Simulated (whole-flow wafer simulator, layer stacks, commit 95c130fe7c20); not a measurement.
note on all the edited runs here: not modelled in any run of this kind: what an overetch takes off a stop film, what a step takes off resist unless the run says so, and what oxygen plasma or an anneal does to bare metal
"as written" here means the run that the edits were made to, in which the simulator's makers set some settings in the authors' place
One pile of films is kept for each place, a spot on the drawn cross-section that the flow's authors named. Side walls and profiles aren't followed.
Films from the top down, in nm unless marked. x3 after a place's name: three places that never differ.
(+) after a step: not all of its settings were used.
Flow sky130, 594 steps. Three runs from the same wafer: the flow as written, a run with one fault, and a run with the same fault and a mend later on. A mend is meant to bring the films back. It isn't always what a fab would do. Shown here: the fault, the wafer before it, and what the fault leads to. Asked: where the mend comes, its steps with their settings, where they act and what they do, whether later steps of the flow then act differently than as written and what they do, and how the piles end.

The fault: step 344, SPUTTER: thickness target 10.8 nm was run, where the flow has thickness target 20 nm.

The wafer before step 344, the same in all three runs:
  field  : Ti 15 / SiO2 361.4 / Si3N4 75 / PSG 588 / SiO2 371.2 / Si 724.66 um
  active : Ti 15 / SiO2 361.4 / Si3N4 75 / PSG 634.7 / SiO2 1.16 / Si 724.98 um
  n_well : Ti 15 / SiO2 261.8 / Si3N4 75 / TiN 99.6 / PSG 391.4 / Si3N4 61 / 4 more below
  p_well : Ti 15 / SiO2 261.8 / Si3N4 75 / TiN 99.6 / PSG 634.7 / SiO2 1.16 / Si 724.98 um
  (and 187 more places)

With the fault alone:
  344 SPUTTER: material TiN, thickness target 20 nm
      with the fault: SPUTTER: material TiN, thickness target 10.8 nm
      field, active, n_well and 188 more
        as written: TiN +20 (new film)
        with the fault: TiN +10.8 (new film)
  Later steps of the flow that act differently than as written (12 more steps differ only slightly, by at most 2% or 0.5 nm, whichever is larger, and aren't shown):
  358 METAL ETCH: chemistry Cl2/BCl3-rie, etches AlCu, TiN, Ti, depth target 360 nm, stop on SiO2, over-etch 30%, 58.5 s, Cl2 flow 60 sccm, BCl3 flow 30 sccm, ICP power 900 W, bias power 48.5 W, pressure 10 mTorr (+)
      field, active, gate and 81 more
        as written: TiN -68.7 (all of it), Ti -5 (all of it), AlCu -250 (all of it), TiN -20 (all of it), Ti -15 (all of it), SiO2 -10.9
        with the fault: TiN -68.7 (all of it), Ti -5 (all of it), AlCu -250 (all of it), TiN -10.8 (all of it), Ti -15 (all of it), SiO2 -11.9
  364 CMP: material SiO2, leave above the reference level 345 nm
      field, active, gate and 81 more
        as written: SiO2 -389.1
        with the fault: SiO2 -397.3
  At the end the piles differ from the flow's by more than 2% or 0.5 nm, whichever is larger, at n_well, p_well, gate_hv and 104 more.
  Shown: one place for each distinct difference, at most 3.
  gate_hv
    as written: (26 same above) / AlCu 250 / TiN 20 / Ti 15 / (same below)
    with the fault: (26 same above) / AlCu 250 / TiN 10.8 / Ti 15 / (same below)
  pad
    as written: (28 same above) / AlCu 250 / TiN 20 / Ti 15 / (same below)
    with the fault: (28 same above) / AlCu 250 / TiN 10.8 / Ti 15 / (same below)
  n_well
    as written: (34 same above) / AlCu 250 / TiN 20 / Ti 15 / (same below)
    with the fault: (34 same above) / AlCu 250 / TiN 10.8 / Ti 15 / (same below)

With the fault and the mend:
  The mend comes after step 344.
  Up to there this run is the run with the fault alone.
  344a SPUTTER: material TiN, thickness target 9.2 nm (the flow's step 344 once more, with other settings)
      field, active, n_well and 188 more
        TiN +9.2
  No later step of the flow acts differently than as written at any place that is followed.
  At the end the piles are the same as the flow's at every place that both follow.
